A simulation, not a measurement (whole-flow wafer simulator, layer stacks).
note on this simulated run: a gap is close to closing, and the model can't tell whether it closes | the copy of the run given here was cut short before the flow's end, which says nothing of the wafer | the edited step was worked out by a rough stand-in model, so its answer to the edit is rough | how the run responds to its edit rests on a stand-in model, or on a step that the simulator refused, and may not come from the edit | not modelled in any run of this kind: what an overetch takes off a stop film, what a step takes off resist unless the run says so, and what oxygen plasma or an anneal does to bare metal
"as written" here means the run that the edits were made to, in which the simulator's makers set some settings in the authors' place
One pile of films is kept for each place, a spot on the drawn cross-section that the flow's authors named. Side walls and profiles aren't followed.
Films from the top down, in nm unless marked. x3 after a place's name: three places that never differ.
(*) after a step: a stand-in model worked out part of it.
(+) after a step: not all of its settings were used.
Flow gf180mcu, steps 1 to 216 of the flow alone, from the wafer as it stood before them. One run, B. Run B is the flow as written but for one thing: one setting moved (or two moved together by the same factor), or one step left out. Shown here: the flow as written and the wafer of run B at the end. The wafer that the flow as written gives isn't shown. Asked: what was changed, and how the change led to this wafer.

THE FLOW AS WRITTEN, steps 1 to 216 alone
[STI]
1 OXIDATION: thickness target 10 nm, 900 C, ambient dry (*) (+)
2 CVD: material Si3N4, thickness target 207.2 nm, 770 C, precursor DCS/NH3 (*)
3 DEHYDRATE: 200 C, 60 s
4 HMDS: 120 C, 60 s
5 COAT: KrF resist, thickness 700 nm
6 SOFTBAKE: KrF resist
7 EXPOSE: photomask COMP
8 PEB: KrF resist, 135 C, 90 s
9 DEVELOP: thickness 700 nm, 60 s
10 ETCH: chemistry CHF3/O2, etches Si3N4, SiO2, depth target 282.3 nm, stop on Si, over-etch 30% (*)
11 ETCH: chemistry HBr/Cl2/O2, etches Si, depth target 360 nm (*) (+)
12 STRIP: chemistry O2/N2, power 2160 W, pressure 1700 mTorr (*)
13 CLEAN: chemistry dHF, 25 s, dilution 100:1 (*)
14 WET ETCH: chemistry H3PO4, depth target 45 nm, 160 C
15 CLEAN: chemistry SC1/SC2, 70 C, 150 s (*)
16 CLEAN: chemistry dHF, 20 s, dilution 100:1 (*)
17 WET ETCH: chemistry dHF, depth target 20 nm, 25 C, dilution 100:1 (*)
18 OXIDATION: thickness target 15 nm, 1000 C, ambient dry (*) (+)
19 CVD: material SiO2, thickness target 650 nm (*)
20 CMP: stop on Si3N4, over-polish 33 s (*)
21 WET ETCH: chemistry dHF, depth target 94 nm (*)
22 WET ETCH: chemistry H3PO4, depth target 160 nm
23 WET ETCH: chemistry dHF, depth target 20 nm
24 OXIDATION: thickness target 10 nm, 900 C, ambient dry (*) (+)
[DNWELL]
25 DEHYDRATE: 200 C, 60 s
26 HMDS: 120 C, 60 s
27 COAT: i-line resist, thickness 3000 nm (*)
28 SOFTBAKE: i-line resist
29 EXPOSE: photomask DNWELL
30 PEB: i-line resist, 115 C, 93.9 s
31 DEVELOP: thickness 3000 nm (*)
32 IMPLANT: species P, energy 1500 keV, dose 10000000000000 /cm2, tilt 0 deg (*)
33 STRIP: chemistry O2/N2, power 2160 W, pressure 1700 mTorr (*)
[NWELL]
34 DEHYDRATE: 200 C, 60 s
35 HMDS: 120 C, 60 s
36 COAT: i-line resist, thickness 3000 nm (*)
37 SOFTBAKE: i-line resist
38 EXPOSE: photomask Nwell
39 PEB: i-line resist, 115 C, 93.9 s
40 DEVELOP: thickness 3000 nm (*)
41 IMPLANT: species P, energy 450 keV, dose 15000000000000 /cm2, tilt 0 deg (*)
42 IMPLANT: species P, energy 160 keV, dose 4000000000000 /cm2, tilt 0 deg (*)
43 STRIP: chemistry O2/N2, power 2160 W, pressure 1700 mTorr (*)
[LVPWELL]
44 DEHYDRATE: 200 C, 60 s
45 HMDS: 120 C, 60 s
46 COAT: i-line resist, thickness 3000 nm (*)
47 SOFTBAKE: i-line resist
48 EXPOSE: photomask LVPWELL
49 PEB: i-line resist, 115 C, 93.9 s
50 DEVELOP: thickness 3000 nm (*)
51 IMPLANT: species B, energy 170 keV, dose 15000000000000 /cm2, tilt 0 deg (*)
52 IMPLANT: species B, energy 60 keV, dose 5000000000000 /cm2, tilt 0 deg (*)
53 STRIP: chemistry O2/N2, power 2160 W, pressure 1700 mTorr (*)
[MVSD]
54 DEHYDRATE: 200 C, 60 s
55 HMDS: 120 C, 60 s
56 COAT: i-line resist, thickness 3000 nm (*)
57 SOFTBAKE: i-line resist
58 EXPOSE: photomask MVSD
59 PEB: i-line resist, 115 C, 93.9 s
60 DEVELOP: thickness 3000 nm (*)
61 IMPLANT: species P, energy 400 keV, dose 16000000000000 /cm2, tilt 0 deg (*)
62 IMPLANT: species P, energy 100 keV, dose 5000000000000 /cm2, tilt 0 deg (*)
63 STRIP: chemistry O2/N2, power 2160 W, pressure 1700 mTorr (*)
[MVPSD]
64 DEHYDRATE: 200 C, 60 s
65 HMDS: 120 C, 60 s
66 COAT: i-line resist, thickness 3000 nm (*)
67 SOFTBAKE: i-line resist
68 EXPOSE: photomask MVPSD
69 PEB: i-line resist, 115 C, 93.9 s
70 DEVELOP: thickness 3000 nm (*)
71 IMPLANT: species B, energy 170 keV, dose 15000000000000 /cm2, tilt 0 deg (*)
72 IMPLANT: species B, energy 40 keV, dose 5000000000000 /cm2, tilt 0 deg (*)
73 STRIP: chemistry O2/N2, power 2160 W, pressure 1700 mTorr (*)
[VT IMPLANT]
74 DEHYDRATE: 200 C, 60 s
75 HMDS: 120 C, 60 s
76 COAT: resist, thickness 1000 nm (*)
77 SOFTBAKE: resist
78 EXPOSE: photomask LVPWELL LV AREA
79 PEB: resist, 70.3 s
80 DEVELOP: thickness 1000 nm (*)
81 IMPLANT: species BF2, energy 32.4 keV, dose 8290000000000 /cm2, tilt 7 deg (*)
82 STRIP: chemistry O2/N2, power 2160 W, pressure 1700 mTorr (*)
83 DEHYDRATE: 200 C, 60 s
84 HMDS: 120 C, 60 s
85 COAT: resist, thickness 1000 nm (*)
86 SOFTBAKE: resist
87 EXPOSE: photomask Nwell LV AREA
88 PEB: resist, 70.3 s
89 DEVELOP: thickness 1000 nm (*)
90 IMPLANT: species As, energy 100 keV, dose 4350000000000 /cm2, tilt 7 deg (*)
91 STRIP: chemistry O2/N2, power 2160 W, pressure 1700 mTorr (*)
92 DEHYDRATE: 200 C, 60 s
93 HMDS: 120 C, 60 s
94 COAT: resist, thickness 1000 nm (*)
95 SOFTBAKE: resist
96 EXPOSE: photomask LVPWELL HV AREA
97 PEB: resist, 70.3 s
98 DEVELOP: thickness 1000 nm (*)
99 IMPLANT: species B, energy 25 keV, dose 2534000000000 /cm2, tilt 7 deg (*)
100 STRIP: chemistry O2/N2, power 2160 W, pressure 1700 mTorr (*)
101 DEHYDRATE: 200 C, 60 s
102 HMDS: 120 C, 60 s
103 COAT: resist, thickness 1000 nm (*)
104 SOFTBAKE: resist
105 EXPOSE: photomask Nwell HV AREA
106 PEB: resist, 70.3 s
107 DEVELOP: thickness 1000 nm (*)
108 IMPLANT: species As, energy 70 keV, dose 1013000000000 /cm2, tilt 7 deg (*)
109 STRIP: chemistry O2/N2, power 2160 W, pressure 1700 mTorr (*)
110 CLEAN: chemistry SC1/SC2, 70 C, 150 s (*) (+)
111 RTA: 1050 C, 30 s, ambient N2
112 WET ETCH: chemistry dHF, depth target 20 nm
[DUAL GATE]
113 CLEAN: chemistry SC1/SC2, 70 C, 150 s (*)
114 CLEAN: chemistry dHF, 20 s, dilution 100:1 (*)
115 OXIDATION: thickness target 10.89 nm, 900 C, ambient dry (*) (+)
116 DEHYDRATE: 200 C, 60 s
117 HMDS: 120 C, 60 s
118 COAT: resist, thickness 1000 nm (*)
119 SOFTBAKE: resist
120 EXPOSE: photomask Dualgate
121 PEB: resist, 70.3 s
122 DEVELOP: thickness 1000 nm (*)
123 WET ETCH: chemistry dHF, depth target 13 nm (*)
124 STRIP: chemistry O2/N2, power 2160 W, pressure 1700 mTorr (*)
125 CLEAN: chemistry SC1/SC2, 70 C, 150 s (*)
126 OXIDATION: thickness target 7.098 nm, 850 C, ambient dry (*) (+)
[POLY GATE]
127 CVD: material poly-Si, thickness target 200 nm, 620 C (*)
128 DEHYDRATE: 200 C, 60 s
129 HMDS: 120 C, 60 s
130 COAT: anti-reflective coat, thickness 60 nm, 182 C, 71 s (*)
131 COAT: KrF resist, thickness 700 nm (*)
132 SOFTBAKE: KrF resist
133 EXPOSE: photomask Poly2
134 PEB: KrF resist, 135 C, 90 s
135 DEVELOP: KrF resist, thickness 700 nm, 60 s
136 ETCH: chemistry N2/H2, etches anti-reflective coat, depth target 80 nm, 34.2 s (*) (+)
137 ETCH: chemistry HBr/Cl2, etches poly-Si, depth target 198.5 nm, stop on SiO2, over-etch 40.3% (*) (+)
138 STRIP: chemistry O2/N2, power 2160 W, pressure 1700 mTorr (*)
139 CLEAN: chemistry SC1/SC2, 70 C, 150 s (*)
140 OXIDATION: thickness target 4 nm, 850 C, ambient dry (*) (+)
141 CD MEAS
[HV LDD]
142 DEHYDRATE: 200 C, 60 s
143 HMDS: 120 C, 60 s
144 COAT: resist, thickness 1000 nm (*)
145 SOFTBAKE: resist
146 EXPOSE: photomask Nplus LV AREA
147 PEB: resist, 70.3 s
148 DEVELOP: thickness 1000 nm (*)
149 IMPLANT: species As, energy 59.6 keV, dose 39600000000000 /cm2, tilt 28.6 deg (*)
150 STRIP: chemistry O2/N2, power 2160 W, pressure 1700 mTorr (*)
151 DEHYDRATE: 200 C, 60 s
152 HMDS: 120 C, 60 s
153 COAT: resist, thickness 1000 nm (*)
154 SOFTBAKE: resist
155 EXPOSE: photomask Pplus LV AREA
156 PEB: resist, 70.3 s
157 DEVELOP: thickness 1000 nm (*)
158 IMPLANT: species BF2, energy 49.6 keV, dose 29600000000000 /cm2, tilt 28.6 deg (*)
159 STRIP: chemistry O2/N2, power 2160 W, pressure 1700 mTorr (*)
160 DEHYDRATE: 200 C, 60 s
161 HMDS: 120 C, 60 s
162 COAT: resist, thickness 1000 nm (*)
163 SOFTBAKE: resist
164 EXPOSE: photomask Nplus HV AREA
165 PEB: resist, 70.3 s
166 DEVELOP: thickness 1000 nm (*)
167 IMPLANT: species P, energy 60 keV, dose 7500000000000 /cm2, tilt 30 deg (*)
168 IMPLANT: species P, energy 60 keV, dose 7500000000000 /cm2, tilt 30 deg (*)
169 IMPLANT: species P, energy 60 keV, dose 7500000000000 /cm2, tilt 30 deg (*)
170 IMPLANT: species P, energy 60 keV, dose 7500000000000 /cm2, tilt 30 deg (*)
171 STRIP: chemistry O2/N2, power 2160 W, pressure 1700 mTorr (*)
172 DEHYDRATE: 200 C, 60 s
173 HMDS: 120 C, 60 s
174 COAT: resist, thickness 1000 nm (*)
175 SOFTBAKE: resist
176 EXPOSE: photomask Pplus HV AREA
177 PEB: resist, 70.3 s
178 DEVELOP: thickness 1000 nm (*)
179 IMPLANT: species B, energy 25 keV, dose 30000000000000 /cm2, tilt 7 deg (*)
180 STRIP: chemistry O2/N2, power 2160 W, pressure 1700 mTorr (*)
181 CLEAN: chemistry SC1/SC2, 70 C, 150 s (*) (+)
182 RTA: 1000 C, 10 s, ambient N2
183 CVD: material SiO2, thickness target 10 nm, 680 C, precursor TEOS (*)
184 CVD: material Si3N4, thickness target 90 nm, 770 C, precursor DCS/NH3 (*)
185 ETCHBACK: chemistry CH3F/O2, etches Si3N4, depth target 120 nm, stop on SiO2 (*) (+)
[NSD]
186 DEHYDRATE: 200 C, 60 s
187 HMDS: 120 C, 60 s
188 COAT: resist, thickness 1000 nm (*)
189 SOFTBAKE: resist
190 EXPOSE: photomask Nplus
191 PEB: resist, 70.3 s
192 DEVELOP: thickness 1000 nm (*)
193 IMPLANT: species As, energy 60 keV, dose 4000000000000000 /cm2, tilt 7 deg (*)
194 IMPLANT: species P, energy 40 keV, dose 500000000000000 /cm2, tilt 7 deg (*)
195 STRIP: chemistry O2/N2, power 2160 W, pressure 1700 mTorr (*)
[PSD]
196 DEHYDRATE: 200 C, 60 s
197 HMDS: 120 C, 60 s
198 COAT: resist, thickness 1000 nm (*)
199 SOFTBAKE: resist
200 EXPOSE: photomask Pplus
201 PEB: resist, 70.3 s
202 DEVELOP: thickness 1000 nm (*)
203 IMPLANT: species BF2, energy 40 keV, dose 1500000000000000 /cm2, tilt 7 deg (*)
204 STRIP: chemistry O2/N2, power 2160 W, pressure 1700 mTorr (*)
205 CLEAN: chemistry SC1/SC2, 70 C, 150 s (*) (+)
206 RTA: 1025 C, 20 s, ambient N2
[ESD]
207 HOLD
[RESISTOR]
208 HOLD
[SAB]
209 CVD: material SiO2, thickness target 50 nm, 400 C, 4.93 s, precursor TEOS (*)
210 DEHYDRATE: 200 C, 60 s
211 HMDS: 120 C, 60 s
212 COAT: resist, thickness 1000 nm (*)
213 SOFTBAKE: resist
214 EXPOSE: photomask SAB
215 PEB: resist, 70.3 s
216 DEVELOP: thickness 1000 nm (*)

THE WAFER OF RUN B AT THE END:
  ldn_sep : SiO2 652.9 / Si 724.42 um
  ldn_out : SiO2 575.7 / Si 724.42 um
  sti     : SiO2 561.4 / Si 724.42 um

The cause: step 11, ETCH: depth target 576 nm was run, where the flow has depth target 360 nm.

How the change led to this, step by step:
  11 ETCH: chemistry HBr/Cl2/O2, etches Si, depth target 360 nm (*) (+)
      active, n_well, p_well and 40 more: KrF resist -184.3 (as written it would be: KrF resist -112.3)
      field, field_sub, sti and 34 more: Si -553 (as written it would be: Si -337)
  12 STRIP: chemistry O2/N2, power 2160 W, pressure 1700 mTorr (*)
      active, n_well, p_well and 40 more: KrF resist -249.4 (all of it) (as written it would be: KrF resist -321.4 (all of it))
  19 CVD: material SiO2, thickness target 650 nm (*)
      m1, ld_fp_n, ld_drift_n and 8 more: SiO2 +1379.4 (as written it would be: SiO2 +1163.4)
  20 CMP: stop on Si3N4, over-polish 33 s (*)
      sti, mim_1p0 x3, iso_nw_fld and 9 more: nothing (as written it would be: SiO2 -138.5)
      nw_enc_fld, nw_enc_fld_lv: nothing (as written it would be: SiO2 -142.5)
      (and at 10 more places)
  27 COAT: i-line resist, thickness 3000 nm (*)
      p_well, spacer, sd_n: i-line resist +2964 (new film) (as written it would be: i-line resist +3034 (new film))
      iso_ptap_pw: i-line resist +2968.2 (new film) (as written it would be: i-line resist +3031.1 (new film))
      (and at 3 more places)
  28 SOFTBAKE: i-line resist
      field: i-line resist -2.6 (as written it would be: i-line resist +2.45)
      field_sub: i-line resist -1.82 (as written it would be: i-line resist +1.87)
      (and at 69 more places)
  30 PEB: i-line resist, 115 C, 93.9 s
      p_well, spacer, sd_n, iso_ptap_pw, iso_ntap_nw, vpnp_e: i-line resist -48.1 (as written it would be: i-line resist -49.2)
      ldn_sep, ldn_fp, ldn_dft, ldp_sep, ldp_fp, ldp_dft: i-line resist -47.6 (as written it would be: i-line resist -48.6)
      (and at 2 more places)
  33 STRIP: chemistry O2/N2, power 2160 W, pressure 1700 mTorr (*)
      p_well, spacer, sd_n: i-line resist -2915.9 (all of it) (as written it would be: i-line resist -2984.7 (all of it))
      iso_ntap_nw, vpnp_e: i-line resist -2917.3 (all of it) (as written it would be: i-line resist -2984.6 (all of it))
      (and at 3 more places)
  36 COAT: i-line resist, thickness 3000 nm (*)
      p_well, spacer, sd_n: i-line resist +2964 (new film) (as written it would be: i-line resist +3034 (new film))
      iso_ptap_pw: i-line resist +2968.2 (new film) (as written it would be: i-line resist +3031.1 (new film))
      (and at 3 more places)
  37 SOFTBAKE: i-line resist
      field: i-line resist -2.6 (as written it would be: i-line resist +2.45)
      field_sub: i-line resist -1.82 (as written it would be: i-line resist +1.87)
      (and at 69 more places)
  39 PEB: i-line resist, 115 C, 93.9 s
      p_well, spacer, sd_n, iso_ptap_pw, iso_ntap_nw, vpnp_e: i-line resist -48.1 (as written it would be: i-line resist -49.2)
      ldn_sep, ldn_fp, ldn_dft, ldp_sep, ldp_fp, ldp_dft: i-line resist -47.6 (as written it would be: i-line resist -48.6)
      (and at 2 more places)
  40 DEVELOP: thickness 3000 nm (*)
      iso_ntap_nw, vpnp_e: i-line resist -2917.3 (all of it) (as written it would be: i-line resist -2984.6 (all of it))
  43 STRIP: chemistry O2/N2, power 2160 W, pressure 1700 mTorr (*)
      p_well, spacer, sd_n: i-line resist -2915.9 (all of it) (as written it would be: i-line resist -2984.7 (all of it))
      iso_ptap_pw: i-line resist -2917.2 (all of it) (as written it would be: i-line resist -2984.6 (all of it))
      (and at 2 more places)
  46 COAT: i-line resist, thickness 3000 nm (*)
      p_well, spacer, sd_n: i-line resist +2964 (new film) (as written it would be: i-line resist +3034 (new film))
      iso_ptap_pw: i-line resist +2968.2 (new film) (as written it would be: i-line resist +3031.1 (new film))
      (and at 3 more places)
  47 SOFTBAKE: i-line resist
      field: i-line resist -2.6 (as written it would be: i-line resist +2.45)
      field_sub: i-line resist -1.82 (as written it would be: i-line resist +1.87)
      (and at 69 more places)
  49 PEB: i-line resist, 115 C, 93.9 s
      p_well, spacer, sd_n, iso_ptap_pw, iso_ntap_nw, vpnp_e: i-line resist -48.1 (as written it would be: i-line resist -49.2)
      ldn_sep, ldn_fp, ldn_dft, ldp_sep, ldp_fp, ldp_dft: i-line resist -47.6 (as written it would be: i-line resist -48.6)
      (and at 2 more places)
  ... 75 more steps ...
  216 DEVELOP: thickness 1000 nm (*)
      p_well, sd_n: resist -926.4 (all of it) (as written it would be: resist -996.4 (all of it))
      field__w1: resist -1052.9 (all of it) (as written it would be: resist -1017.5 (all of it))
      (and at 70 more places)
